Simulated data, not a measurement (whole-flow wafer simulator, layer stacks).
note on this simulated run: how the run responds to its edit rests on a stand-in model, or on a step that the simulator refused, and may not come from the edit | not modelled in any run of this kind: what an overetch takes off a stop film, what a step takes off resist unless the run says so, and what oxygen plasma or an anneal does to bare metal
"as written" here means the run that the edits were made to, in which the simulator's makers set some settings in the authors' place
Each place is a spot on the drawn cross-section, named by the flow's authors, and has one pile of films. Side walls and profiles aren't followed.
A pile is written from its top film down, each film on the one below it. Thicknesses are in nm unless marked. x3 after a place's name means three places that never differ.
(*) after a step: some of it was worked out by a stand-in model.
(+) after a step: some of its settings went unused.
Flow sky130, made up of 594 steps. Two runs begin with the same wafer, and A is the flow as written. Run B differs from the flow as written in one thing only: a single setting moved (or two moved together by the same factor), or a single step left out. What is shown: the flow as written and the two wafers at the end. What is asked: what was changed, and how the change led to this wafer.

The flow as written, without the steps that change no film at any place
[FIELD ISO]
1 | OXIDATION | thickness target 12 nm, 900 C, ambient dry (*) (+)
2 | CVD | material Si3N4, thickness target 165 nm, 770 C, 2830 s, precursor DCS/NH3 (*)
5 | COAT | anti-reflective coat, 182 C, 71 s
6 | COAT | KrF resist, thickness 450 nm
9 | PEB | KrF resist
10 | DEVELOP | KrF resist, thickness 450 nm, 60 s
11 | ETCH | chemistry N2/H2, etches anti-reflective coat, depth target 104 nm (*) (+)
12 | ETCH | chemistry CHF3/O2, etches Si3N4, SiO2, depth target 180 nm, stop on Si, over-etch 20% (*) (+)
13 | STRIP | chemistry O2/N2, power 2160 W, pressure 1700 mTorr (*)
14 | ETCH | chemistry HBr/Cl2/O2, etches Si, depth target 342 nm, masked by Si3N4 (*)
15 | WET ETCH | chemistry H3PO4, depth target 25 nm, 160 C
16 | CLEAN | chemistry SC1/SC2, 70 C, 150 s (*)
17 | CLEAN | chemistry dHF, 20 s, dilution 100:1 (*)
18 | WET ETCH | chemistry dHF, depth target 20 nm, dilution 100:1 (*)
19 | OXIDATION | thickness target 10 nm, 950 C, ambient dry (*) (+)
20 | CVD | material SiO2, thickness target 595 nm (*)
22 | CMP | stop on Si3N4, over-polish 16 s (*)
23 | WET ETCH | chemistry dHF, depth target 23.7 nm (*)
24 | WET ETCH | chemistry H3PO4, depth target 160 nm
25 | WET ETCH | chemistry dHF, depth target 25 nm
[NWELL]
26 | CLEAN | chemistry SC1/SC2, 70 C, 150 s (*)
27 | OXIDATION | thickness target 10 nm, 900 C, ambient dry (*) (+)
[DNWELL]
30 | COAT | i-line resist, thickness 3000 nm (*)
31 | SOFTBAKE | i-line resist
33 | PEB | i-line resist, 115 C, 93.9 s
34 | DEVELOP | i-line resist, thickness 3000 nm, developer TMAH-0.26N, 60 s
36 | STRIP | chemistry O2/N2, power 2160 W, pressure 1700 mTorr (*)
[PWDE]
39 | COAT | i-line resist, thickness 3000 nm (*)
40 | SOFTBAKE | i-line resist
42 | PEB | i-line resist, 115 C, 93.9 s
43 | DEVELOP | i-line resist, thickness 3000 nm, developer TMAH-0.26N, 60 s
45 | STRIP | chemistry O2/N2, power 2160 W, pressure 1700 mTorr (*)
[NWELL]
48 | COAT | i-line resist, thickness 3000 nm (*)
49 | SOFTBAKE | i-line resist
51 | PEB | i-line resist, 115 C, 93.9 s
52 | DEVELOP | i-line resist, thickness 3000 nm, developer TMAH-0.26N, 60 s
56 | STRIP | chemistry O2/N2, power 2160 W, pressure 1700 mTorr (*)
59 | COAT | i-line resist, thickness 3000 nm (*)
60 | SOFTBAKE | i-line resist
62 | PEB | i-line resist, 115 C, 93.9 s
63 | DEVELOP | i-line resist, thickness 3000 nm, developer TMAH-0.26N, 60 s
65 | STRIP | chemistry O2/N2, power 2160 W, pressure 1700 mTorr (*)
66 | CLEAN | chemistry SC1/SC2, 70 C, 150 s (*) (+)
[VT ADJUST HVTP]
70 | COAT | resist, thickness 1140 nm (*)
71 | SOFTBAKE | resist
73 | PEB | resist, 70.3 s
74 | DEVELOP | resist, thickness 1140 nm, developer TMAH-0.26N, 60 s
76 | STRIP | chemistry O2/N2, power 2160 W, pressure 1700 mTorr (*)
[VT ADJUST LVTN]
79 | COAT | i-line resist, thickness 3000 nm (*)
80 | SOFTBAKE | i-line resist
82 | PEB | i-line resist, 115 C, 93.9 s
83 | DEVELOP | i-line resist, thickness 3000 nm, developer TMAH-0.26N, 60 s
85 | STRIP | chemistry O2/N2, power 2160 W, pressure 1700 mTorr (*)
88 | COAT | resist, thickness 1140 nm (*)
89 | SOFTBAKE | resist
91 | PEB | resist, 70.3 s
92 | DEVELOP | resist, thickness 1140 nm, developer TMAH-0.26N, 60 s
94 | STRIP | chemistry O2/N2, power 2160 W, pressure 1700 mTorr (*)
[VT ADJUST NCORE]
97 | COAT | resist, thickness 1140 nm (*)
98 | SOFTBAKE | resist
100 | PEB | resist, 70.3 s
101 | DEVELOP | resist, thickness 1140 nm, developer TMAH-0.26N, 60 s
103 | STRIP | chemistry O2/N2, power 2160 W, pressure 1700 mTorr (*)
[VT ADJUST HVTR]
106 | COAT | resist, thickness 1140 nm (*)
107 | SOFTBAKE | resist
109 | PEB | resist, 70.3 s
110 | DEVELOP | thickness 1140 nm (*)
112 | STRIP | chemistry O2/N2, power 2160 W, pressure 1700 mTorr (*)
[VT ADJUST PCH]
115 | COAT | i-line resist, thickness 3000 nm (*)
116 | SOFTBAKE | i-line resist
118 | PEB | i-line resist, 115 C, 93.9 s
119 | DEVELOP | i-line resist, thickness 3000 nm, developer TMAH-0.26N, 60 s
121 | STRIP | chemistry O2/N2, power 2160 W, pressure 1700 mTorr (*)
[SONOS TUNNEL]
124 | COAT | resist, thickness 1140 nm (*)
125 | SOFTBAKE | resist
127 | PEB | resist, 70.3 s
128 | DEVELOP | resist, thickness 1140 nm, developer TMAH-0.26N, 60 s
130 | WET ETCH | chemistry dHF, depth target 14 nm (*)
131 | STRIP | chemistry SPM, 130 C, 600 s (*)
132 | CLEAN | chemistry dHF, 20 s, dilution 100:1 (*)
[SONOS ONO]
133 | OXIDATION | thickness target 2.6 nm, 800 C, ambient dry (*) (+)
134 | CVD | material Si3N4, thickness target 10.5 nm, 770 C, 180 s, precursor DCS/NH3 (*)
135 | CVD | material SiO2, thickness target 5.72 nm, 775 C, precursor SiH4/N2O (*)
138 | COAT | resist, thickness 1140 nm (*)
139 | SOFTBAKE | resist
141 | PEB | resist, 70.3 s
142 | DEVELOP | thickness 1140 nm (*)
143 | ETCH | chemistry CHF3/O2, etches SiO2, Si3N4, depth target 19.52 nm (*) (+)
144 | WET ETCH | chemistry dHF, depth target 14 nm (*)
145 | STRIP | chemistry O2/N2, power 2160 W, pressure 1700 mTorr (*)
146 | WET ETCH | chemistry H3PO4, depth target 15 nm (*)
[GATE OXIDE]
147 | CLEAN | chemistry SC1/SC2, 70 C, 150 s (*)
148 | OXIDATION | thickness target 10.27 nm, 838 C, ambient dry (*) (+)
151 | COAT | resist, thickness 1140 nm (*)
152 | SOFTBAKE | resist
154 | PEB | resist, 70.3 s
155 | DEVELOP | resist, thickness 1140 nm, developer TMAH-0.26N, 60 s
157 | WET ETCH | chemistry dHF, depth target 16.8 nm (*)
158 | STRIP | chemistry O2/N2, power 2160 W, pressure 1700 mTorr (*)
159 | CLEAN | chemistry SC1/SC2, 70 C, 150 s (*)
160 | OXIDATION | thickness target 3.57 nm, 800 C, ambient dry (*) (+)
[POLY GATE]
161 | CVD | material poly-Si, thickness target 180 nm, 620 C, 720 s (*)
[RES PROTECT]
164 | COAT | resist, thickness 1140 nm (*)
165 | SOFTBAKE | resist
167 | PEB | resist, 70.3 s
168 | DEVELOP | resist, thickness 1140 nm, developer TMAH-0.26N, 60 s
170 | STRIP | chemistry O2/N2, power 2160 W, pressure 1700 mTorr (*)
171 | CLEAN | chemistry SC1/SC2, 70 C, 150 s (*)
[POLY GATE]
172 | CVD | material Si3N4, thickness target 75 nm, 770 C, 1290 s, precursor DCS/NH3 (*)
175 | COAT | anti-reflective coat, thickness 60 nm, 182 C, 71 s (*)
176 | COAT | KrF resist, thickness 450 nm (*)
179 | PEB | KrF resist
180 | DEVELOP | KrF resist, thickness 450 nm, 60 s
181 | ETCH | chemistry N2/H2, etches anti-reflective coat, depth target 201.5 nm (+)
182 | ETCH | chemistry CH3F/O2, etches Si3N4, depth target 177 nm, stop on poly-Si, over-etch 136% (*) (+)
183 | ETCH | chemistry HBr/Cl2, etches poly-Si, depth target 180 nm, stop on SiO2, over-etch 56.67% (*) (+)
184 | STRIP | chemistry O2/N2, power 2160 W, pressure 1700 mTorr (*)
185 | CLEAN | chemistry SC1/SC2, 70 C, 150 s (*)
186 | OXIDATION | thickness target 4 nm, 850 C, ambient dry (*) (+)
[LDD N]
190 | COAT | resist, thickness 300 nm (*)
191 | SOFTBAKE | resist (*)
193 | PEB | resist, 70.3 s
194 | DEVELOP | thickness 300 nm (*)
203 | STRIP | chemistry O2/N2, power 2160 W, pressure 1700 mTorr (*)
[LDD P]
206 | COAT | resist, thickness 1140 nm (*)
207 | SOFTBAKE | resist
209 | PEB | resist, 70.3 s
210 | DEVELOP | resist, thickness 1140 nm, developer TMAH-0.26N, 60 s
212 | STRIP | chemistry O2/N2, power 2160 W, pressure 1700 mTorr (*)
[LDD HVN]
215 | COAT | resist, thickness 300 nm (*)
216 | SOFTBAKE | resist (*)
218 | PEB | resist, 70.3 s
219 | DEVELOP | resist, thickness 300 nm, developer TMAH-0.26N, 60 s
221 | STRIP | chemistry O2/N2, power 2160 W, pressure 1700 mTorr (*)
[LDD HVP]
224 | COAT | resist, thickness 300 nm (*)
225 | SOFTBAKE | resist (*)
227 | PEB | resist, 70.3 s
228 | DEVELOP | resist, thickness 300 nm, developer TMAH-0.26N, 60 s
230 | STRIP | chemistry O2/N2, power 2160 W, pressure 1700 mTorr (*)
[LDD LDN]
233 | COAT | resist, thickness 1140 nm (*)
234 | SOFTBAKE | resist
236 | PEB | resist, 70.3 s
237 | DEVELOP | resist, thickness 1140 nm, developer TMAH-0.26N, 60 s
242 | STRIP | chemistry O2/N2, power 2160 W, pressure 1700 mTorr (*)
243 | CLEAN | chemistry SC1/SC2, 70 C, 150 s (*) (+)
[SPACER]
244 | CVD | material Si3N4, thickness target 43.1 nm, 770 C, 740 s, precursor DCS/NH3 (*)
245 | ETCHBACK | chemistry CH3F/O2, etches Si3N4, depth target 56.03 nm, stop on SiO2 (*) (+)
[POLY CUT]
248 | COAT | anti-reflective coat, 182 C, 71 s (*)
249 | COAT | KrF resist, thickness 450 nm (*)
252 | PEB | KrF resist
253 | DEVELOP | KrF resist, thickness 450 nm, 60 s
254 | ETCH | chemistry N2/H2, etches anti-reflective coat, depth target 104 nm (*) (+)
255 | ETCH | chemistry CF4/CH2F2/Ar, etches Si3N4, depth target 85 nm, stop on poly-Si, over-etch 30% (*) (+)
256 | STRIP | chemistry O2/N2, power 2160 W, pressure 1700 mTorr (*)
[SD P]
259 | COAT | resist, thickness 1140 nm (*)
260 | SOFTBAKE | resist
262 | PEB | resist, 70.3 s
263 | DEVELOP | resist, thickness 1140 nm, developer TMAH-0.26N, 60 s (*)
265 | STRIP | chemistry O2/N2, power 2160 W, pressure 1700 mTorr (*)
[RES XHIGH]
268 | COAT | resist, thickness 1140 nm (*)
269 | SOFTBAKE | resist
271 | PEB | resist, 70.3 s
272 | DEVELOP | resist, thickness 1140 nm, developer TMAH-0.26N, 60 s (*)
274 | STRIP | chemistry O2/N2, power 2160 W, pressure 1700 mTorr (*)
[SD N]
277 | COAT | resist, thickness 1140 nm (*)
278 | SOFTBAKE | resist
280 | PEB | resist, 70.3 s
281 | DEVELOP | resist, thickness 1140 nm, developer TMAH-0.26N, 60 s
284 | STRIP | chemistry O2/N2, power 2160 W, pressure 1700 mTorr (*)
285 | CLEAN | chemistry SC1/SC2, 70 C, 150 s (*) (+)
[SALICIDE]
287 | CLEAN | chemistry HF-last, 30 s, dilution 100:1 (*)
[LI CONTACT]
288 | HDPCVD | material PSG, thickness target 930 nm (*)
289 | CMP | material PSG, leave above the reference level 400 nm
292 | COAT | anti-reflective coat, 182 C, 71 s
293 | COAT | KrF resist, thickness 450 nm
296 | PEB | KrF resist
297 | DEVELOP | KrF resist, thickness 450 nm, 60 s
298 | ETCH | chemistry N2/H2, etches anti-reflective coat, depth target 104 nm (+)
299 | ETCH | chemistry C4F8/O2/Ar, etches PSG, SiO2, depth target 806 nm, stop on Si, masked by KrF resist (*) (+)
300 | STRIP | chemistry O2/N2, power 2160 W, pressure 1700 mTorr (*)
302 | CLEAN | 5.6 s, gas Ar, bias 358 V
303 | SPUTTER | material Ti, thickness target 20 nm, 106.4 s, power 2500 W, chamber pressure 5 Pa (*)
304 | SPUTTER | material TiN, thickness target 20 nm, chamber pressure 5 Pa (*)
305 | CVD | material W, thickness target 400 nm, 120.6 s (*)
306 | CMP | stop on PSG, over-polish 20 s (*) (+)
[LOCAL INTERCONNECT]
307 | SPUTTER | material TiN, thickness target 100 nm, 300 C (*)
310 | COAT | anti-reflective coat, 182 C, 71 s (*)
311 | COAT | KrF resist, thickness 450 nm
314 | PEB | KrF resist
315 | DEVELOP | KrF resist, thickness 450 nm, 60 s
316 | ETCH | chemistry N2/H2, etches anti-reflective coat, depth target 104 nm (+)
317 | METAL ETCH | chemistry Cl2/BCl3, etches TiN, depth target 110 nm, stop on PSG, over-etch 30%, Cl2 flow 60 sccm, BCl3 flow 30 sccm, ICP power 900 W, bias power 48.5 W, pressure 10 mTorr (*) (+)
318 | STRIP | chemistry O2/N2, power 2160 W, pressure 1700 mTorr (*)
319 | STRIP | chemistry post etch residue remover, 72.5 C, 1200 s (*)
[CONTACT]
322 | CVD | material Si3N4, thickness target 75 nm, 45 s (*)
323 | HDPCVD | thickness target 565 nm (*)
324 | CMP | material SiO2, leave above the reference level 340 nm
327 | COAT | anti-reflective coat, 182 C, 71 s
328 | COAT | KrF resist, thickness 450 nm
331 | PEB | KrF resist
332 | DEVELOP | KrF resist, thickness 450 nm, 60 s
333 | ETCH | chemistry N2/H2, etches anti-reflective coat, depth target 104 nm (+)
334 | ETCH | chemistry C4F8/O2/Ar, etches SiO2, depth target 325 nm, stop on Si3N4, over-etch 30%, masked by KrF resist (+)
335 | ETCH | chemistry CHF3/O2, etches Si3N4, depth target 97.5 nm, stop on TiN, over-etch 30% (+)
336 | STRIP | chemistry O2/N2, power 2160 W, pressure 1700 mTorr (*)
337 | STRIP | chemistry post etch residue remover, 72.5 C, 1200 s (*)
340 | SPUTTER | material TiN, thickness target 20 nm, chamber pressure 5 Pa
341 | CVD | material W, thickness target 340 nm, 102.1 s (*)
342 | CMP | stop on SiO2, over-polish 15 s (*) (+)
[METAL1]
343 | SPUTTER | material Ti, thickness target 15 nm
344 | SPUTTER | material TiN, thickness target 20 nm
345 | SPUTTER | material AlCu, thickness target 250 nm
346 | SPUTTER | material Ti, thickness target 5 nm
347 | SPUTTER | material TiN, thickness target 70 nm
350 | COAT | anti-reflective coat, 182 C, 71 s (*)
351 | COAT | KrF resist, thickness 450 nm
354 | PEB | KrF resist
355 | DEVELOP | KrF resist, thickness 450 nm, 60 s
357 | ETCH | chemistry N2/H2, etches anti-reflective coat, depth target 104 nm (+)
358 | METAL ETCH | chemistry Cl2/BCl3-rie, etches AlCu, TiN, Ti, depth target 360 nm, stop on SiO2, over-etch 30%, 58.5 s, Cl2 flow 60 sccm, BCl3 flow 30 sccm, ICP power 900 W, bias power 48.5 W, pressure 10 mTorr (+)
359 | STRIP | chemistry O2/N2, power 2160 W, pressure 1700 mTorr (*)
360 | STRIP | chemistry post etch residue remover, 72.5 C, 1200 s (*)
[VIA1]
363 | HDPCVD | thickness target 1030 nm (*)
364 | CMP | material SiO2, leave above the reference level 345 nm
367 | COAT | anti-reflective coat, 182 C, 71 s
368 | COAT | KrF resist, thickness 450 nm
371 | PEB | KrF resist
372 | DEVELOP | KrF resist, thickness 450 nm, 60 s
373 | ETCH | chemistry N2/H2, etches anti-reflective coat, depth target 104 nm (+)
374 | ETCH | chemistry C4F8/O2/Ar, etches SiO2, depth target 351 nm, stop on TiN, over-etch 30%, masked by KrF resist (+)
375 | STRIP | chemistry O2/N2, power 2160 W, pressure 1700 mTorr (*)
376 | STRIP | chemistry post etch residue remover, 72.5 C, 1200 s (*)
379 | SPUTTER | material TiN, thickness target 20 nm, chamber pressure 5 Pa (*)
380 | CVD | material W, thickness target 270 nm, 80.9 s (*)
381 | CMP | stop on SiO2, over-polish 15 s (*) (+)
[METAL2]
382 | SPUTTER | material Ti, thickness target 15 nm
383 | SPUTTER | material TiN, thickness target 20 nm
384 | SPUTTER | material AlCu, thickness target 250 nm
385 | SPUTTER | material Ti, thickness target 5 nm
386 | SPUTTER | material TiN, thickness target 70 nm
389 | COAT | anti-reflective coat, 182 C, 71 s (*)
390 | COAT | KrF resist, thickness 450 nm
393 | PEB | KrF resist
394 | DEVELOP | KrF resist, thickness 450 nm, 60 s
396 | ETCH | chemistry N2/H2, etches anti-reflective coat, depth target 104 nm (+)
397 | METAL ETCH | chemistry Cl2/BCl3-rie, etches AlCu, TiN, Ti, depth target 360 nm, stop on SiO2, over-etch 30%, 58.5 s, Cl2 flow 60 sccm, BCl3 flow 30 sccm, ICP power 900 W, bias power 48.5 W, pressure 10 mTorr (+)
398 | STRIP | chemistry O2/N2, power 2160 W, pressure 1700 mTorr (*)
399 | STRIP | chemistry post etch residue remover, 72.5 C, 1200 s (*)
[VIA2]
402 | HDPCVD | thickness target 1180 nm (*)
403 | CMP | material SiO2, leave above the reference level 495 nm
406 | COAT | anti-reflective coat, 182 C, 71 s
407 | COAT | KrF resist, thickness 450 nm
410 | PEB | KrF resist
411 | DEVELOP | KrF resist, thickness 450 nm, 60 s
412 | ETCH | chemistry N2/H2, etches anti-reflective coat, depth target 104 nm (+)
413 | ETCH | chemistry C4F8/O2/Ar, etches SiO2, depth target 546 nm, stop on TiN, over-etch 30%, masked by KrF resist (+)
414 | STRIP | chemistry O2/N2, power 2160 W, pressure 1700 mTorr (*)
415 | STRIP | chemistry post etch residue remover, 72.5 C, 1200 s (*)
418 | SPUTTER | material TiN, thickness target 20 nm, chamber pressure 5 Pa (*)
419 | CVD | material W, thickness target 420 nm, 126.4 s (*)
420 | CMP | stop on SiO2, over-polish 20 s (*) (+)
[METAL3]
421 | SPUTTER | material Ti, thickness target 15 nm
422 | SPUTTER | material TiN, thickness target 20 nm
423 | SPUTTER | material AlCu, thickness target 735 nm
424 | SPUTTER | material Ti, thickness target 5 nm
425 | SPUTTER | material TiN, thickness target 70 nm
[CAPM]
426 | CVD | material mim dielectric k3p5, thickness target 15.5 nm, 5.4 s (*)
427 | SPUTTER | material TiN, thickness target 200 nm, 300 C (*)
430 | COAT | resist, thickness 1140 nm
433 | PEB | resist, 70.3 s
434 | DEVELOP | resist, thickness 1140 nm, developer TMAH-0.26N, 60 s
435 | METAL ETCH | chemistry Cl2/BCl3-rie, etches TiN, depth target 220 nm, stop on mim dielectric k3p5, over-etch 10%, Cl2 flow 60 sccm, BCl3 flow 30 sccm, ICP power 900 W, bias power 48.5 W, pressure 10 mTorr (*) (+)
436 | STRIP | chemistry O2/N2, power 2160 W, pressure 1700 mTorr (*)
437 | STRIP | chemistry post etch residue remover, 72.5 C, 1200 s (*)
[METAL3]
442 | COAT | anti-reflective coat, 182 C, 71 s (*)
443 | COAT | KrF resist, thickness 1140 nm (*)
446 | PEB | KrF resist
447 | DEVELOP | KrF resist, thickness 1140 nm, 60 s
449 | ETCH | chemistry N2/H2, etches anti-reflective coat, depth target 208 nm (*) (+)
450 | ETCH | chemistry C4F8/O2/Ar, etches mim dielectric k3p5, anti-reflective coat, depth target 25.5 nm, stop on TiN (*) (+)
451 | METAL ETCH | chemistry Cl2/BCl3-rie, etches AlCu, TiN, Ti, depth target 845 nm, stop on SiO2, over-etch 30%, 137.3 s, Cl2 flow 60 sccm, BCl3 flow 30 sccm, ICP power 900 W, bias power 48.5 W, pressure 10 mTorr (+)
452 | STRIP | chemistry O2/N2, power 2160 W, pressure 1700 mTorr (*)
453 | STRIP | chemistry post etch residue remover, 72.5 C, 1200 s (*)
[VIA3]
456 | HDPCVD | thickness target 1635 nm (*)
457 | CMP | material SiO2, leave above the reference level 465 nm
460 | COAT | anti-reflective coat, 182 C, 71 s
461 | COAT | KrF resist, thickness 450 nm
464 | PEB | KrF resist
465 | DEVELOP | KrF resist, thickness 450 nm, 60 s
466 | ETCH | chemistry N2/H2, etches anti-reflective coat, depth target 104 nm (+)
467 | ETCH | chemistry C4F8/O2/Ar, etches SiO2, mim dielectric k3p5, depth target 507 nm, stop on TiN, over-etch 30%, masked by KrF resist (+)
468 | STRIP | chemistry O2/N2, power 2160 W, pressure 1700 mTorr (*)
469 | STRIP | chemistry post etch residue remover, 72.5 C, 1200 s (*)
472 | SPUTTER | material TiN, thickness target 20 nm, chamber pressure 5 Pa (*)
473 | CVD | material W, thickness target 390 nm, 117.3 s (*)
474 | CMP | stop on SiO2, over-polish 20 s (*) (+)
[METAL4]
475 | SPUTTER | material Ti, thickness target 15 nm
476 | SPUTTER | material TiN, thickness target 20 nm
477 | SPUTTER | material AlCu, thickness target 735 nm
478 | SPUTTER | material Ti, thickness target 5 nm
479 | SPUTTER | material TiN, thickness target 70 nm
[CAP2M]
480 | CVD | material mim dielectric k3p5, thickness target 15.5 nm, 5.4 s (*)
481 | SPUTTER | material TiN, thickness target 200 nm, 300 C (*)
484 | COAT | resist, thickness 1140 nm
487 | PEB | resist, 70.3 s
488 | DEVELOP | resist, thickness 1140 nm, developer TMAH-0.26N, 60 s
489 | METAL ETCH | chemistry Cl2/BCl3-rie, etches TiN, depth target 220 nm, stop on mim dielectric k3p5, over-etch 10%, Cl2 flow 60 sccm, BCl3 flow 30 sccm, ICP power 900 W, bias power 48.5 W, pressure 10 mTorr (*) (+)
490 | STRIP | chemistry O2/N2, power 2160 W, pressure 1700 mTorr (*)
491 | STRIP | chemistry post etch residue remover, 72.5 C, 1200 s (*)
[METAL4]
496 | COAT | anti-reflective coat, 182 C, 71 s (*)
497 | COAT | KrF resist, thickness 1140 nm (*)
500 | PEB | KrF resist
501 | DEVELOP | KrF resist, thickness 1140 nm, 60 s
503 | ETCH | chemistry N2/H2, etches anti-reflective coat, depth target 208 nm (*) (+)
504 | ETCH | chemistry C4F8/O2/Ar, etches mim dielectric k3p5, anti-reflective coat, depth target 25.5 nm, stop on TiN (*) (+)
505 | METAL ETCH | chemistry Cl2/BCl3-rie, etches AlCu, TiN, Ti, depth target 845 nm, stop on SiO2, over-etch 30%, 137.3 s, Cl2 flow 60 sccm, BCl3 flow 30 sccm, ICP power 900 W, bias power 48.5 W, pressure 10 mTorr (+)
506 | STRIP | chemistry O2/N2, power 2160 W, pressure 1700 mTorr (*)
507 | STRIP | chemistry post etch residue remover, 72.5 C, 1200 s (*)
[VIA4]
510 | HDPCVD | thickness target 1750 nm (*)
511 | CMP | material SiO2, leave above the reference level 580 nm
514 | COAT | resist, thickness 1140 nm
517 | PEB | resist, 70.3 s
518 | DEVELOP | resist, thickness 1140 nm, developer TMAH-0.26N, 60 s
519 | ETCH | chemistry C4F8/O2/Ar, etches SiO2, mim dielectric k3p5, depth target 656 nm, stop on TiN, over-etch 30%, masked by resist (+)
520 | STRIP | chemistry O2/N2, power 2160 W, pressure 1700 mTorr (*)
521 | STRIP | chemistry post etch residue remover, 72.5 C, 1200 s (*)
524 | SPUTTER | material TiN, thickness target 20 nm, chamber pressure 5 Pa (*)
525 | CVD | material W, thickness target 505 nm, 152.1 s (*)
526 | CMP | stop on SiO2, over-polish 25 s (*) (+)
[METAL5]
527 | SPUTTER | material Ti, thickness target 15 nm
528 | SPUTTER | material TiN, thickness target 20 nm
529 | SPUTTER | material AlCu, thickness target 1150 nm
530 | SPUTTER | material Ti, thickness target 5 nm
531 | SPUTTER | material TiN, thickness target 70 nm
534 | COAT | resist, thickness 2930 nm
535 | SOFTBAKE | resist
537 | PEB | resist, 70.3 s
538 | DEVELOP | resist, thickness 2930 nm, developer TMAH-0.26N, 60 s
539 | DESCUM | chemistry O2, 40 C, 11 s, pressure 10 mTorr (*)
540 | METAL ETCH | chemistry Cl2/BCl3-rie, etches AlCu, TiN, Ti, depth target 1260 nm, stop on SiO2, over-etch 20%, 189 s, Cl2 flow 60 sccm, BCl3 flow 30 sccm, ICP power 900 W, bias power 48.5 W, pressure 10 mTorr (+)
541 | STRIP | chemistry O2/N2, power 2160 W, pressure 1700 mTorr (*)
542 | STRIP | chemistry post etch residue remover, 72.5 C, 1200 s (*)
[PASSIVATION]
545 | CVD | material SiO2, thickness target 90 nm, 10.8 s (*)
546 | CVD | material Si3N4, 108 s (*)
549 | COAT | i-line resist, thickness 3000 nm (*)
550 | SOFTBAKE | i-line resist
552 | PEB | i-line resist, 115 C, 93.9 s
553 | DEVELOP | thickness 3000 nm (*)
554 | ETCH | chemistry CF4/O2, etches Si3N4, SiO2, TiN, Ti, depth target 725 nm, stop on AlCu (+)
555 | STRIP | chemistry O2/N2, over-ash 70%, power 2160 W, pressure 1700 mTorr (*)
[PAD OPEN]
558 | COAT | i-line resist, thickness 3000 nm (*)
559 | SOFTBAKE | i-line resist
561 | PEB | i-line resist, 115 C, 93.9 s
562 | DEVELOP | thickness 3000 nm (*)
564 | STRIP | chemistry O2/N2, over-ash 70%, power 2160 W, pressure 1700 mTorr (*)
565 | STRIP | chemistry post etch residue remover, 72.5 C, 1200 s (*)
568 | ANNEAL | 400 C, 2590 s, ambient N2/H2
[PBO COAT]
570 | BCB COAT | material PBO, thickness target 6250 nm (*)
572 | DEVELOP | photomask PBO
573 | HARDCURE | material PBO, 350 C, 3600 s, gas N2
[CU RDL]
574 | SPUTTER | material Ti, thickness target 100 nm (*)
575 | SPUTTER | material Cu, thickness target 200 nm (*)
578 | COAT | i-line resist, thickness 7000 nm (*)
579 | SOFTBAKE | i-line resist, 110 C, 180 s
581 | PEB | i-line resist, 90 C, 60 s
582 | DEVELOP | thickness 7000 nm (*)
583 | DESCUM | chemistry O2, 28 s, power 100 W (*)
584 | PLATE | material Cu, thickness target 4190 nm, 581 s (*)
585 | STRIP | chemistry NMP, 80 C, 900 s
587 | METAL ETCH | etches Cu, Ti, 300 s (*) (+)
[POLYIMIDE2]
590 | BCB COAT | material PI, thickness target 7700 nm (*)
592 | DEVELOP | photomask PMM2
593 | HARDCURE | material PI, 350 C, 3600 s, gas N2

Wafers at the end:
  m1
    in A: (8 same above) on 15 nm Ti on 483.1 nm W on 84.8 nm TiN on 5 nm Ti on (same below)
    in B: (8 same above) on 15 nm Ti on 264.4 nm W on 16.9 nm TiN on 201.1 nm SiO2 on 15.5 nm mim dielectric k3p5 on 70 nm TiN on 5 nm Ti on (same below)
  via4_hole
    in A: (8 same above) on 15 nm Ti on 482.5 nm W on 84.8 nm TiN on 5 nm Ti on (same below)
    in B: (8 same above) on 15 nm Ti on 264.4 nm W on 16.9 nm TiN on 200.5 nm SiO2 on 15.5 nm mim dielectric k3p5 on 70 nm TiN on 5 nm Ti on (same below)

What caused this: step 519, ETCH: depth target 289 nm was run, though the flow has depth target 656 nm.

The path from the change to this, step by step:
  519 | ETCH | chemistry C4F8/O2/Ar, etches SiO2, mim dielectric k3p5, depth target 656 nm, stop on TiN, over-etch 30%, masked by resist (+)
      m1: A SiO2 loses 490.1 (all of it), mim dielectric k3p5 loses 15.5 (all of it) | B SiO2 loses 289
      via4_hole: A SiO2 loses 489.5 (all of it), mim dielectric k3p5 loses 15.5 (all of it) | B SiO2 loses 289
      (as well as at 191 more places)
  520 | STRIP | chemistry O2/N2, power 2160 W, pressure 1700 mTorr (*)
      field, active, n_well and 188 more: A resist loses 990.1 (all of it) | B resist loses 1063.5 (all of it)
  524 | SPUTTER | material TiN, thickness target 20 nm, chamber pressure 5 Pa (*)
      m1, via4_hole: A TiN gains 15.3 | B TiN gains 16.9 (new film)
  525 | CVD | material W, thickness target 505 nm, 152.1 s (*)
      m1: A W gains 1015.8 (new film) | B W gains 600.4 (new film)
      via4_hole: A W gains 1015.2 (new film) | B W gains 602.1 (new film)
  526 | CMP | stop on SiO2, over-polish 25 s (*) (+)
      m1: A W loses 532.7 | B W loses 335.9
      via4_hole: A W loses 532.7 | B W loses 337.7
Taking metal films that touch as one body, m1 has 3 bodies (between them, from the top down: SiO2 201.1 / mim dielectric k3p5 15.5; SiO2 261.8 / Si3N4 75); the flow as written gives 2 bodies (between them, from the top down: SiO2 261.8 / Si3N4 75).
Taking metal films that touch as one body, via4_hole has 2 bodies (between them, from the top down: SiO2 200.5 / mim dielectric k3p5 15.5); the flow as written gives 1 body.
